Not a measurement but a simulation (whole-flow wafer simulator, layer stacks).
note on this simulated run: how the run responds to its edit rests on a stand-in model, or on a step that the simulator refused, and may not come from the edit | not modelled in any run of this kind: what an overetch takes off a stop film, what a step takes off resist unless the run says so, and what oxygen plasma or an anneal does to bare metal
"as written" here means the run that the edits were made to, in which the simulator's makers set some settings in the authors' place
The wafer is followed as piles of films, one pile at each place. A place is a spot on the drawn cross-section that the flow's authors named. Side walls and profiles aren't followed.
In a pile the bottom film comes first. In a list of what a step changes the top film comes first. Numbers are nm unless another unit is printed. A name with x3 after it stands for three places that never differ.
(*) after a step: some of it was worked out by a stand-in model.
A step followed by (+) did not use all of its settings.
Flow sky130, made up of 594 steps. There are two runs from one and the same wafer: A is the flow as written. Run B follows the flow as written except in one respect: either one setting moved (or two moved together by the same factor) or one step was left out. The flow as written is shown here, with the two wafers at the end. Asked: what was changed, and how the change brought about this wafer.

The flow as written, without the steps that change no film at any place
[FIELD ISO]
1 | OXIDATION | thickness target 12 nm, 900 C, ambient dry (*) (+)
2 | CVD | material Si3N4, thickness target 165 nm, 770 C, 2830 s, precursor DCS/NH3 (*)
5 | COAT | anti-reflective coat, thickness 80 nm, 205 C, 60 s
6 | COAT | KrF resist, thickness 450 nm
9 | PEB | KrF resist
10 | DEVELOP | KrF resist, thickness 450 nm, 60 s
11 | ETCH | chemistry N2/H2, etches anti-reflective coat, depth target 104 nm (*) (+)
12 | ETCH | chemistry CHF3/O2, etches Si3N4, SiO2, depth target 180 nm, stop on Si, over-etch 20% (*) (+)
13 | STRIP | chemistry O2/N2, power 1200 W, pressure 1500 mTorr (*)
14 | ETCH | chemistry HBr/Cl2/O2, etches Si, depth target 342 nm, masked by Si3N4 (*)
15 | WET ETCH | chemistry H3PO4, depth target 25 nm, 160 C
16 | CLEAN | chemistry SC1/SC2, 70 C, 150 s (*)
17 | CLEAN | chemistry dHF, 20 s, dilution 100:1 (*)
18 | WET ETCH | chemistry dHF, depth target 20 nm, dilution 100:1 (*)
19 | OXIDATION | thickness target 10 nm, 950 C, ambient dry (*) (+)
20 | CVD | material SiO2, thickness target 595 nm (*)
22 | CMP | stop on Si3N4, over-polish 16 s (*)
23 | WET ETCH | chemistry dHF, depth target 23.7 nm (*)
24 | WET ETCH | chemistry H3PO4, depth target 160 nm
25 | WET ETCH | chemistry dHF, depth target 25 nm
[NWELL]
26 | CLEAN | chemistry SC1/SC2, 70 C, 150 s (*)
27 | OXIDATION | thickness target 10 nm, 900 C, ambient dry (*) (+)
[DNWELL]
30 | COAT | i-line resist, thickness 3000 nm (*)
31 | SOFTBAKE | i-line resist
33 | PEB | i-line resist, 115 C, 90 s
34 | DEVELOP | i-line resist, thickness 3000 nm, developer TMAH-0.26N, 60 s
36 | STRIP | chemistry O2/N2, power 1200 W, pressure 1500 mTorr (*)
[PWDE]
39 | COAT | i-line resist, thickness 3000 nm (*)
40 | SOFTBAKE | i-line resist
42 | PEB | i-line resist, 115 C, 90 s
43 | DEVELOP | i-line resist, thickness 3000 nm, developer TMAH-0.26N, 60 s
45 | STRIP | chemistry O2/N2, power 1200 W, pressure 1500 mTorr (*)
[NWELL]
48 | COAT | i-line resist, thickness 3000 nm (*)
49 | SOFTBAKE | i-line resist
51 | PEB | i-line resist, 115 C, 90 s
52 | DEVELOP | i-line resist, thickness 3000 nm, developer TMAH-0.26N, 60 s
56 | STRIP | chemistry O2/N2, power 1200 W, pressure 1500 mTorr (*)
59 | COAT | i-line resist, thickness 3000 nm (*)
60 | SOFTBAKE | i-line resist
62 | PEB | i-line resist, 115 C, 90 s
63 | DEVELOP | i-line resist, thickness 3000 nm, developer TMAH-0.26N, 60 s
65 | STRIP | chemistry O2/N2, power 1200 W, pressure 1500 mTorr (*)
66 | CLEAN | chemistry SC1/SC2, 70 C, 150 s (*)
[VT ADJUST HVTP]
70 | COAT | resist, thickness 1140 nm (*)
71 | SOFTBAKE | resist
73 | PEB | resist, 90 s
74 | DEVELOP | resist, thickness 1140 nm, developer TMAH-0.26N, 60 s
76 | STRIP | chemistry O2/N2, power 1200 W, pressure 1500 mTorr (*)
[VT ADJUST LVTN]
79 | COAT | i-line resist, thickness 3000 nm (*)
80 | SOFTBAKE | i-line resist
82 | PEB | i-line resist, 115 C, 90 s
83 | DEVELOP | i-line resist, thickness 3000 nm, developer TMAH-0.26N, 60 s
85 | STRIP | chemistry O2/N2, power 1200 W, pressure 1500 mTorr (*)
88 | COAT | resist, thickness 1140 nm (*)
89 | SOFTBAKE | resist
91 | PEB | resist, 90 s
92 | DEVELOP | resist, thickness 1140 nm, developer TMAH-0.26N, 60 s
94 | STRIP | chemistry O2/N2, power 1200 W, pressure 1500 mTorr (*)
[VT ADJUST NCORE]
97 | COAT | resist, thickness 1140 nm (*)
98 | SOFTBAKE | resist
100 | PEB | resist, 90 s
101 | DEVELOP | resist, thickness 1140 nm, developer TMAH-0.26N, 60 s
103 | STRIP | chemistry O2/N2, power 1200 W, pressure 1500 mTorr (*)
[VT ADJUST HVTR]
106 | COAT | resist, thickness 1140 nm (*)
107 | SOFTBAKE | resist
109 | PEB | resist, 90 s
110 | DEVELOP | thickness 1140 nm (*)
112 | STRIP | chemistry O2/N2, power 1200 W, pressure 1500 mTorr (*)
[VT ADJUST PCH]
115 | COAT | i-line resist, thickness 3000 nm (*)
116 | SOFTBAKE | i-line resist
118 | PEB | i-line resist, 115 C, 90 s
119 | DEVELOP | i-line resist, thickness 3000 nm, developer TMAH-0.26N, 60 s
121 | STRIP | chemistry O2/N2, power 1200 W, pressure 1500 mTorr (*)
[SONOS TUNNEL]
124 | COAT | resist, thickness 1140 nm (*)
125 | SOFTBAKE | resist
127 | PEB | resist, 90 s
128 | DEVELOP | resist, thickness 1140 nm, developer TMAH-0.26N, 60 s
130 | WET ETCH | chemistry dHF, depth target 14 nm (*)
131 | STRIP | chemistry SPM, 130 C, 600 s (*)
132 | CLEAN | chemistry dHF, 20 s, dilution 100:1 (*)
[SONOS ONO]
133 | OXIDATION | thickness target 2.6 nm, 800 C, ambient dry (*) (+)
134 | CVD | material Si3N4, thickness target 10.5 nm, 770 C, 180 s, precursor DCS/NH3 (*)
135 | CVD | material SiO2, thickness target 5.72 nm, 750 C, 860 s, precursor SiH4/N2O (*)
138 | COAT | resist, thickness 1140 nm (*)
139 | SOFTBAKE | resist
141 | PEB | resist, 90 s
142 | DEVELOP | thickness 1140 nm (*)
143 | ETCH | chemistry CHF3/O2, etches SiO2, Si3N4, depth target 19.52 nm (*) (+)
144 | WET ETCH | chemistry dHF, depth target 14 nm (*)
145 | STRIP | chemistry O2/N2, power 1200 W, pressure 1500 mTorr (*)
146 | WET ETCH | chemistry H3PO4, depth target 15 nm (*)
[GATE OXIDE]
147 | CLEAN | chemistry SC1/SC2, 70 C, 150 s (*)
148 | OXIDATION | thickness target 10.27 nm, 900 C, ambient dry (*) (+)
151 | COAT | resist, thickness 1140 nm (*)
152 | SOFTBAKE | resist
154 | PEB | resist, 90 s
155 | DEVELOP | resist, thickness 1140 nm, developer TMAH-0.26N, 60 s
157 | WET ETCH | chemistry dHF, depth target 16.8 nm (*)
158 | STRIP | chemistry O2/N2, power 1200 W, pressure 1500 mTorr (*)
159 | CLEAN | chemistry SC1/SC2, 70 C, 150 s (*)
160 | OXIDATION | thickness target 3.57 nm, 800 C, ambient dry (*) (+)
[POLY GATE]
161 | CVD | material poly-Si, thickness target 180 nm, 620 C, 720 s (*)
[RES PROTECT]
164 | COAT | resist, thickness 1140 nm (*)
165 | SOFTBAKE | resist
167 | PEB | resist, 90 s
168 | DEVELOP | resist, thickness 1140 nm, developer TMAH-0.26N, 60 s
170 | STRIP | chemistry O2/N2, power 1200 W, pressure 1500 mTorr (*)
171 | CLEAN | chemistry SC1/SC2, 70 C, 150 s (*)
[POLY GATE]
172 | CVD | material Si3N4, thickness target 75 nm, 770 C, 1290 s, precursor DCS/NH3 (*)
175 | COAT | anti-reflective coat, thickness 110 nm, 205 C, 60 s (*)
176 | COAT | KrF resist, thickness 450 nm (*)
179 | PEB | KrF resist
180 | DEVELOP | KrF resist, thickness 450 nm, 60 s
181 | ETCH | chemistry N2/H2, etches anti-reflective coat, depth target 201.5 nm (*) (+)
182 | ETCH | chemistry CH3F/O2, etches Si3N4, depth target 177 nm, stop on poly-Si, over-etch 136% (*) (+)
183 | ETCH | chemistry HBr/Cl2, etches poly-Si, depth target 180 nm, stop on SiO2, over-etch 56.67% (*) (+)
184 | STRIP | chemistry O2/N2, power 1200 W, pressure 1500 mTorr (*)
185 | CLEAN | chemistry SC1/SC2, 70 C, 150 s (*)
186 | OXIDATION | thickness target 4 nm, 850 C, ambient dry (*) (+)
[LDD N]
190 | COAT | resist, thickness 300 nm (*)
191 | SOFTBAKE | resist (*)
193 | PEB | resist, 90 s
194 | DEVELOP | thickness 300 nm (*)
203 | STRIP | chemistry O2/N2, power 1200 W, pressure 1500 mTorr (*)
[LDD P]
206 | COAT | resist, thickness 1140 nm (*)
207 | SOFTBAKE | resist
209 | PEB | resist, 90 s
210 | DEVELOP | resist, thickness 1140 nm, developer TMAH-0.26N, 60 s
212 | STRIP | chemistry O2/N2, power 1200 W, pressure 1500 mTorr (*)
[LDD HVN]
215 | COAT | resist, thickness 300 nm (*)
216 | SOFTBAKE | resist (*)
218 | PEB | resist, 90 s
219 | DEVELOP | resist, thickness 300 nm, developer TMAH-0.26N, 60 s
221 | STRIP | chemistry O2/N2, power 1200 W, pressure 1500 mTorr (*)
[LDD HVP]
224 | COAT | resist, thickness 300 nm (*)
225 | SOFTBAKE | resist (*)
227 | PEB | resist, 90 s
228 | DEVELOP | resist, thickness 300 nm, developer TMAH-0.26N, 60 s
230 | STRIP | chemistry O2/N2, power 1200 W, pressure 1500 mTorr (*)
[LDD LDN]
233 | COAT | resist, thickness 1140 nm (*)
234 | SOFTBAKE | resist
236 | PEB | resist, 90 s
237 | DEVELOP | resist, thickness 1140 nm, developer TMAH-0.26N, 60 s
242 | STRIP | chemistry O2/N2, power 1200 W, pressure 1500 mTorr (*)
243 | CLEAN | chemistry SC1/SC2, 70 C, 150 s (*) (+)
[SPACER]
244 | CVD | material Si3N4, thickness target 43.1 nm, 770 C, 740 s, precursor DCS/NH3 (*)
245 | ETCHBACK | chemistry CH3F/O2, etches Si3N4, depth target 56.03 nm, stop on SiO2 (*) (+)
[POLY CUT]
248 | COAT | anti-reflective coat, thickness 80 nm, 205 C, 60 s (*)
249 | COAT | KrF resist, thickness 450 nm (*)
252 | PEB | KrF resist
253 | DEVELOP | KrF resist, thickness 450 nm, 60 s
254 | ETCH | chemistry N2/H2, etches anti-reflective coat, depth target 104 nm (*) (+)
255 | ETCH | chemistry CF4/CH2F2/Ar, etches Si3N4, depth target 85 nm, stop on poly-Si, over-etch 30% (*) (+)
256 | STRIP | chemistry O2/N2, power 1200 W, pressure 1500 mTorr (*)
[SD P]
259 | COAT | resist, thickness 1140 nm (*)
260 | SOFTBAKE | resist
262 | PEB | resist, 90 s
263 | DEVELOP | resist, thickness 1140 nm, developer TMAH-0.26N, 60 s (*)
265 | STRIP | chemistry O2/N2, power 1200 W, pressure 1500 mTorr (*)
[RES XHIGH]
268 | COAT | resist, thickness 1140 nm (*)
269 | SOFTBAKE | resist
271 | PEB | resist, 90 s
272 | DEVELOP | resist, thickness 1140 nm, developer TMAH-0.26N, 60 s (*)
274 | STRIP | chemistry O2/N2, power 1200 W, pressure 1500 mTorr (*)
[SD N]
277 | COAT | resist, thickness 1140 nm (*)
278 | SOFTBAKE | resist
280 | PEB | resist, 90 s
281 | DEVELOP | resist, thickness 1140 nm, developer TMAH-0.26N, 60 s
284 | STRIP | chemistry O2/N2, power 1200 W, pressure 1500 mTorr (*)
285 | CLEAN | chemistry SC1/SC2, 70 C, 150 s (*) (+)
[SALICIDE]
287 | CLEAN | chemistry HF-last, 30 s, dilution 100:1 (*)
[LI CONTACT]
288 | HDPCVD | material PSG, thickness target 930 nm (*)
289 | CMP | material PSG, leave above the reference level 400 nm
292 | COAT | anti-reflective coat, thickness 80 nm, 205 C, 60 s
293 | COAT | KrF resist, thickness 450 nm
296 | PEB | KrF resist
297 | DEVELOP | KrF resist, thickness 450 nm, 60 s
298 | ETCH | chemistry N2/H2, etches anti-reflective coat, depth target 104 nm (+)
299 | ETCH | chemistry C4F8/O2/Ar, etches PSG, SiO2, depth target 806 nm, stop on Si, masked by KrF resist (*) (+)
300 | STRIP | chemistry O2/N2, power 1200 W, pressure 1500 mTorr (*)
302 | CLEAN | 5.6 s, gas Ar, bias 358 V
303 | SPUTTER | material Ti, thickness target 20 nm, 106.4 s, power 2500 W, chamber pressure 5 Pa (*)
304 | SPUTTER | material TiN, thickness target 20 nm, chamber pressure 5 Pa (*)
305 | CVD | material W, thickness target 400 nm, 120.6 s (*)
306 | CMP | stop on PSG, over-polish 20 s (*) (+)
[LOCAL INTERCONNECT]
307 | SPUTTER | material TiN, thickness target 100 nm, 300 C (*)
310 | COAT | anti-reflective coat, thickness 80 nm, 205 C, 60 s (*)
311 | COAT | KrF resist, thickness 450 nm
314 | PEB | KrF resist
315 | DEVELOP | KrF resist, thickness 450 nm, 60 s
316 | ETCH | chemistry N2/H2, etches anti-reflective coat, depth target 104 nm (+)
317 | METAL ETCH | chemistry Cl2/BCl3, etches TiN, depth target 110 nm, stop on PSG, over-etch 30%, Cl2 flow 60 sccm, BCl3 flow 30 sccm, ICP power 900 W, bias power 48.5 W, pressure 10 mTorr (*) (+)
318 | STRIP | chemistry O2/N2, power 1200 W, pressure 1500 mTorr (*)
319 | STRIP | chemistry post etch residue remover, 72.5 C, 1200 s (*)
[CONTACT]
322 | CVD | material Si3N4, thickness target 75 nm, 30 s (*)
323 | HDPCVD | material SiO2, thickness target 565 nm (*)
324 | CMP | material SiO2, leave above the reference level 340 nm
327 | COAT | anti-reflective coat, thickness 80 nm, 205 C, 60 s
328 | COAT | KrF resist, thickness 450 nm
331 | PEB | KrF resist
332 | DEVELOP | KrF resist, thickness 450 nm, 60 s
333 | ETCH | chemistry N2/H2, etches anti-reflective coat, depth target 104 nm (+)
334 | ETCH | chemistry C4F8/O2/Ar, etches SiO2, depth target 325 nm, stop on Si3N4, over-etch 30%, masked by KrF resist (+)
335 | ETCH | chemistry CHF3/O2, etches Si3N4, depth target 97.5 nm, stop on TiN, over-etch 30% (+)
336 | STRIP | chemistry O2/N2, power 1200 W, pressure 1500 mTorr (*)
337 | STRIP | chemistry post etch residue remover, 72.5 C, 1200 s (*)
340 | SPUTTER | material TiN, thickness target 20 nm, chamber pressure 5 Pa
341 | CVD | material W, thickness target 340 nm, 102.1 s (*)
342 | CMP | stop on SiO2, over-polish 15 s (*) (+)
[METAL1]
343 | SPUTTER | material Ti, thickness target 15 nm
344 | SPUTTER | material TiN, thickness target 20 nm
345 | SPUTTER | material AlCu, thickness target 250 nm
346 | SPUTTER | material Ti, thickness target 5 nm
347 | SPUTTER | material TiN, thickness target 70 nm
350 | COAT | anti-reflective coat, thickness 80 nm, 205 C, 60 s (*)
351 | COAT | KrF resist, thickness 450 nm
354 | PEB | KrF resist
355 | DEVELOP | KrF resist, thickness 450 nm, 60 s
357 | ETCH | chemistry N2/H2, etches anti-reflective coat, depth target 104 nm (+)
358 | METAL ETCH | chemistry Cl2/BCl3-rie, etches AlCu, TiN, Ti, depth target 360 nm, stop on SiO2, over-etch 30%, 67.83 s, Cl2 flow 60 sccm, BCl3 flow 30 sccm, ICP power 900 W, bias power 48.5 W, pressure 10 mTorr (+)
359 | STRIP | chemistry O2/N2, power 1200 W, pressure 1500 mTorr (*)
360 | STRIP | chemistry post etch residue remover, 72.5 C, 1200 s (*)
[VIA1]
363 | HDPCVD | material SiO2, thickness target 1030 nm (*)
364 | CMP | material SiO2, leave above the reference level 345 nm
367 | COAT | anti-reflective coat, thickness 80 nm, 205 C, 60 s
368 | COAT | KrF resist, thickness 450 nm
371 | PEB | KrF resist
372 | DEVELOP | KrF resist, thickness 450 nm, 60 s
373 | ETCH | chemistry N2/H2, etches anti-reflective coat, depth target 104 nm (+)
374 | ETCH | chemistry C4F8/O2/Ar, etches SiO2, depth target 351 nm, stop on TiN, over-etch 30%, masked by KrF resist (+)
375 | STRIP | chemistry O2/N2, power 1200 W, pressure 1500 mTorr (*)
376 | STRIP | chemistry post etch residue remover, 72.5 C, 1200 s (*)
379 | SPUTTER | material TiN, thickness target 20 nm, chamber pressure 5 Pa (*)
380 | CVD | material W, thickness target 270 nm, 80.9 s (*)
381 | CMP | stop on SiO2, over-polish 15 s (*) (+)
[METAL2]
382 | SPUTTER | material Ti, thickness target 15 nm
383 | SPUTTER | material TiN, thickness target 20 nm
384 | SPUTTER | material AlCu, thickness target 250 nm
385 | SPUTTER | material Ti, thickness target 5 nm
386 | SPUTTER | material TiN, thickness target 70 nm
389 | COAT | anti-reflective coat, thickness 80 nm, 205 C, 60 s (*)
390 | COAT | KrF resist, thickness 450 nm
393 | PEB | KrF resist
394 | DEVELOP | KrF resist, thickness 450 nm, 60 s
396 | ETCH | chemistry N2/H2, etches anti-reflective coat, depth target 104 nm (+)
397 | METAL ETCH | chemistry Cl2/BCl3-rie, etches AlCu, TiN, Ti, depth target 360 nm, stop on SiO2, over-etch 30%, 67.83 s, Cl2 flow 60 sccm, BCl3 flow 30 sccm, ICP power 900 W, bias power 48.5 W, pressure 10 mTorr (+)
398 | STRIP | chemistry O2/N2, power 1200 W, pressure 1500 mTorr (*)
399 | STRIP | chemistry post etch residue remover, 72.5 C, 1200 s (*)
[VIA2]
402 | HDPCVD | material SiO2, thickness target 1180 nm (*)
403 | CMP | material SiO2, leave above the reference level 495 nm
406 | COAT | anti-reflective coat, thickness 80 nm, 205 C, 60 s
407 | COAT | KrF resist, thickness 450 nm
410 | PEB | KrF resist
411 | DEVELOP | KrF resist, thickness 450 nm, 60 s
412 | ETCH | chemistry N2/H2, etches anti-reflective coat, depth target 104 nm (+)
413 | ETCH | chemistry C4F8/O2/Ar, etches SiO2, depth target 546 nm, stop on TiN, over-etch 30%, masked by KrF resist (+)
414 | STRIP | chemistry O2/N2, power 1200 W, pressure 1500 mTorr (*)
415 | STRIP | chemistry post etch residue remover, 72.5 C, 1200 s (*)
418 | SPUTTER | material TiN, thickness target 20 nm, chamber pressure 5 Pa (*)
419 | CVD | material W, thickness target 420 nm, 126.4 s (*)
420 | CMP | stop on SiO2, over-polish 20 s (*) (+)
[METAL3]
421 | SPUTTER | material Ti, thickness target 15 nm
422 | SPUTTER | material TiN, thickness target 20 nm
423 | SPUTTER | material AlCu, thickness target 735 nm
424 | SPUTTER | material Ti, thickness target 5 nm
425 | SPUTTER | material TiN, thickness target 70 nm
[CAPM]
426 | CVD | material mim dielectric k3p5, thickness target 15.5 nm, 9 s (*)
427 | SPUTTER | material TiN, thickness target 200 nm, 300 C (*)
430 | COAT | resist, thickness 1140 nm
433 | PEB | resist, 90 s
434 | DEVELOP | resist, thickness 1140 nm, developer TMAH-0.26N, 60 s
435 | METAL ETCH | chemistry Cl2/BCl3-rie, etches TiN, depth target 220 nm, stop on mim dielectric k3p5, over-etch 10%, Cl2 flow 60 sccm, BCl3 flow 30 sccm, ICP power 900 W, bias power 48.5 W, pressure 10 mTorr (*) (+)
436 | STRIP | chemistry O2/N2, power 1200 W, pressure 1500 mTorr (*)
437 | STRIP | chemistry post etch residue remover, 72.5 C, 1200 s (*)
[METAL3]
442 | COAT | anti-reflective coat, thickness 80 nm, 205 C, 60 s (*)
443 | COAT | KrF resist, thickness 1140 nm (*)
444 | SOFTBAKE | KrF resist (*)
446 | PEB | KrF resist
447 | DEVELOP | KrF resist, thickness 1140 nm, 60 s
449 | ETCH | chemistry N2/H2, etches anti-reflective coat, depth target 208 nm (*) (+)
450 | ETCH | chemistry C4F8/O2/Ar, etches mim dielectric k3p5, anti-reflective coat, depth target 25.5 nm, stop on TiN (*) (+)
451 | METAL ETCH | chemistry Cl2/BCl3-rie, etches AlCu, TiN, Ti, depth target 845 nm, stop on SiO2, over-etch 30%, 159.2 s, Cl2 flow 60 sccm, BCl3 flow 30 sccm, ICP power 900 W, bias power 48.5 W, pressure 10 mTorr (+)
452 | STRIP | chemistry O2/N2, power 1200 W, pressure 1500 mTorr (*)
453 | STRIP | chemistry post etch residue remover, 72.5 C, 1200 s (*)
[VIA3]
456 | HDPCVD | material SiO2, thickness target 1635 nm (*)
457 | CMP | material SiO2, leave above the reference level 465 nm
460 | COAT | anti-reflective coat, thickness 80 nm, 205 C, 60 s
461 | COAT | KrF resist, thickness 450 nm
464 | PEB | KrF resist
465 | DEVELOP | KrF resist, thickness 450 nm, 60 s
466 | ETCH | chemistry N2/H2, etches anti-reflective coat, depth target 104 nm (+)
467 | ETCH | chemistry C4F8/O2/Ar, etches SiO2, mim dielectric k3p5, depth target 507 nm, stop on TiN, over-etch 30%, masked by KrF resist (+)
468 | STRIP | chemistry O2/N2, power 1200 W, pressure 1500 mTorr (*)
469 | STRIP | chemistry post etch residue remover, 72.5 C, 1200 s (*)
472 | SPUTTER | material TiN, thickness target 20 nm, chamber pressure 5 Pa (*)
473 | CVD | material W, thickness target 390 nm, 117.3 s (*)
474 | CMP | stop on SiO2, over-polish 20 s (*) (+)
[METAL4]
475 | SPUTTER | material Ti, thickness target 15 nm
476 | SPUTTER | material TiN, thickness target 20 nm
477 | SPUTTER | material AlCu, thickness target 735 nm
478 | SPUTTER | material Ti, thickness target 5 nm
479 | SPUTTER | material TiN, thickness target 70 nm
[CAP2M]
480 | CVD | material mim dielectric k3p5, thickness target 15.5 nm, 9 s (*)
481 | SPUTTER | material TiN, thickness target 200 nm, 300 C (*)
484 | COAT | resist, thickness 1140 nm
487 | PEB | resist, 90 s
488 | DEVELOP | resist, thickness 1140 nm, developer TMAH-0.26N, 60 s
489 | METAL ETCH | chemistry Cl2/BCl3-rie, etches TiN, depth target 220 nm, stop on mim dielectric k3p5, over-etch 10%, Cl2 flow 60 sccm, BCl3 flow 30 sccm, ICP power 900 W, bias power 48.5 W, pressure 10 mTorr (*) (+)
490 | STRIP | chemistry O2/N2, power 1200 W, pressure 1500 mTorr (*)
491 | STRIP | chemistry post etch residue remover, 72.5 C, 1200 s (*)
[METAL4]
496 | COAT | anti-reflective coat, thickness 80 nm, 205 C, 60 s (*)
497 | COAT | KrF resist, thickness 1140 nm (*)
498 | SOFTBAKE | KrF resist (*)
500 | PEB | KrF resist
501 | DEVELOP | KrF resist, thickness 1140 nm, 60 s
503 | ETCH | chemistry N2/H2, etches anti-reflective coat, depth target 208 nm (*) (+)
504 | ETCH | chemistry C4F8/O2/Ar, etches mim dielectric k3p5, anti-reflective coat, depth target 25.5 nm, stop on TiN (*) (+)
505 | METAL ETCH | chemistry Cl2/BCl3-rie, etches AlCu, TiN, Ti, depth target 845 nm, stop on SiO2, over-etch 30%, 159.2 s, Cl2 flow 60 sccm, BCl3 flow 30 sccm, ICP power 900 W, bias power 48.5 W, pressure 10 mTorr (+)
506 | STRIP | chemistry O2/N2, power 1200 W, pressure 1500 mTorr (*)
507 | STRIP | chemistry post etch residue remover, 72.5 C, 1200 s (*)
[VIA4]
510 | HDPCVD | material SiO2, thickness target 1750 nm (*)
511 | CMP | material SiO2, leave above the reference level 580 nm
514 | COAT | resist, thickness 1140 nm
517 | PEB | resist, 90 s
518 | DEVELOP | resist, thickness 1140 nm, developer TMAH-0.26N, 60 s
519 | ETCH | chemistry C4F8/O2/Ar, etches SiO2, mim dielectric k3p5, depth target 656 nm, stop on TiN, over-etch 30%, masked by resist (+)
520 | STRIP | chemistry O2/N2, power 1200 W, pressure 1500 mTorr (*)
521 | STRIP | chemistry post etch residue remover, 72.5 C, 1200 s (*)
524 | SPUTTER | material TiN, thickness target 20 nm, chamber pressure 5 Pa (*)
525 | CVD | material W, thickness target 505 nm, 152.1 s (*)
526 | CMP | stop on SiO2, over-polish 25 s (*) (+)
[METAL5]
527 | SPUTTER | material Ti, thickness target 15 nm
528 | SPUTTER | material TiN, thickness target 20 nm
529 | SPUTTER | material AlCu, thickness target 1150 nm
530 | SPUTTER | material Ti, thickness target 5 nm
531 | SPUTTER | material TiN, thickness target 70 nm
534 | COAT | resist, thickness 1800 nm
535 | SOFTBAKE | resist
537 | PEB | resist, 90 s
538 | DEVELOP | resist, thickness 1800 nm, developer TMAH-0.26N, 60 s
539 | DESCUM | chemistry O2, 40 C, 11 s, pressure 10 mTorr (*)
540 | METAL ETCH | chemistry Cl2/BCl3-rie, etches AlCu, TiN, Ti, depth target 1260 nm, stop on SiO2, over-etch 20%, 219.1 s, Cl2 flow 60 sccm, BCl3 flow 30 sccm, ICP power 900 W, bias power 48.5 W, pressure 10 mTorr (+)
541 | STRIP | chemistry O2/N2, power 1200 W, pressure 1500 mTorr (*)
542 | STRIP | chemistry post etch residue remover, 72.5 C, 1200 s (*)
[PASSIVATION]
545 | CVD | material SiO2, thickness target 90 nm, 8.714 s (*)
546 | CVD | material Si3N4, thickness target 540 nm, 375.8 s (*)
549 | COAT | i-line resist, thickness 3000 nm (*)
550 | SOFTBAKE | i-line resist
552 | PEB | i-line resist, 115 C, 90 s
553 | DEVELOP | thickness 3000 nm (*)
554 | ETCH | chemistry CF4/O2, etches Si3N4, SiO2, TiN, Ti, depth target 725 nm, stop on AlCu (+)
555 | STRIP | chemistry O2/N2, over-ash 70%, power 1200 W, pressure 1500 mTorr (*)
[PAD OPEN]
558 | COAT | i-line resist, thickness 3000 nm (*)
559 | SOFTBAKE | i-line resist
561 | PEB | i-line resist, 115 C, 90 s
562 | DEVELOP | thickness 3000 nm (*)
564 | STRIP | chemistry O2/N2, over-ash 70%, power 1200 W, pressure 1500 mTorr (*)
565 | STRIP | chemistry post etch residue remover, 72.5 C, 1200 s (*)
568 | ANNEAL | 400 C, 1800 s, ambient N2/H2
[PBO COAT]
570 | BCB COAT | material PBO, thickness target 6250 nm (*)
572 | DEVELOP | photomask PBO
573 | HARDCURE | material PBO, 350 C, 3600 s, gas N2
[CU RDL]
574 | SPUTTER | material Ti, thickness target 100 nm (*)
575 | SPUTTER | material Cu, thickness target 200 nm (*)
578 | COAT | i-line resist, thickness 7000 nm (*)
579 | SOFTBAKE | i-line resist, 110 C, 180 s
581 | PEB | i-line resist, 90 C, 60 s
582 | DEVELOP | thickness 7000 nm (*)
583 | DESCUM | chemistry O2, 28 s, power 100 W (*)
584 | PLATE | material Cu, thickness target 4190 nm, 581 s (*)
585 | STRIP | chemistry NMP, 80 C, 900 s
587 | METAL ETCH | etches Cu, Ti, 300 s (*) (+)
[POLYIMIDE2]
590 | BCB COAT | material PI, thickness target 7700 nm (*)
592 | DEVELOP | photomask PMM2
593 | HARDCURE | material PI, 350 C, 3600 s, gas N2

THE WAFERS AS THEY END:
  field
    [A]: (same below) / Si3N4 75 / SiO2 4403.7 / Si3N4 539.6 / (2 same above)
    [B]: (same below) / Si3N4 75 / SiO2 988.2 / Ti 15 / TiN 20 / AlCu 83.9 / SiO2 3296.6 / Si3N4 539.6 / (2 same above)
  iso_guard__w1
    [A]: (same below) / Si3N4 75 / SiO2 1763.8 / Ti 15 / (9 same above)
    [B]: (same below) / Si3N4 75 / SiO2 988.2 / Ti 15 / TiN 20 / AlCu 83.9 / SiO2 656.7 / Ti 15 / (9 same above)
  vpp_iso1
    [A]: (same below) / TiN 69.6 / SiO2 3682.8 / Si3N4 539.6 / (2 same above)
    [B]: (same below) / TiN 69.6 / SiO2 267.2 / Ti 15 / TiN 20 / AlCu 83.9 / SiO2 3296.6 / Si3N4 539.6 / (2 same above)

The reason: step 397, METAL ETCH: depth target 180 nm was run, whereas the flow has depth target 360 nm.

Step by step, how the change led to this:
  397 | METAL ETCH | chemistry Cl2/BCl3-rie, etches AlCu, TiN, Ti, depth target 360 nm, stop on SiO2, over-etch 30%, 67.83 s, Cl2 flow 60 sccm, BCl3 flow 30 sccm, ICP power 900 W, bias power 48.5 W, pressure 10 mTorr (+)
      field, active, gate and 82 more: A -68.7 TiN (all of it), -5 Ti (all of it), -250 AlCu (all of it), -20 TiN (all of it), -15 Ti (all of it), -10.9 SiO2 | B -68.7 TiN (all of it), -5 Ti (all of it), -160.3 AlCu
      n_well, p_well, gate_hv and 103 more: A -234 KrF resist | B -117 KrF resist
  398 | STRIP | chemistry O2/N2, power 1200 W, pressure 1500 mTorr (*)
      n_well, p_well, gate_hv and 101 more: A -141.4 KrF resist (all of it), -80 anti-reflective coat (all of it) | B -258.4 KrF resist (all of it), -80 anti-reflective coat (all of it)
      m1, via1_hole: A -141.5 KrF resist (all of it), -80.4 anti-reflective coat (all of it) | B -258.5 KrF resist (all of it), -80.4 anti-reflective coat (all of it)
  399 | STRIP | chemistry post etch residue remover, 72.5 C, 1200 s (*)
      field, active, gate and 82 more: A nothing | B -5.72 AlCu
  402 | HDPCVD | material SiO2, thickness target 1180 nm (*)
      field, active, gate and 82 more: A +1180 SiO2 | B +1180 SiO2 (new film)
  403 | CMP | material SiO2, leave above the reference level 495 nm
      field, active, gate and 82 more: A -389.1 SiO2 | B -518.9 SiO2
Taking metal films that touch as one body, field has 1 body; the flow as written gives 0 bodies.
Taking metal films that touch as one body, iso_guard__w1 has 2 bodies (between them, from the top down: SiO2 656.7); the flow as written gives 1 body.
Taking metal films that touch as one body, vpp_iso1 has 2 bodies (between them, from the top down: SiO2 267.2); the flow as written gives 1 body.
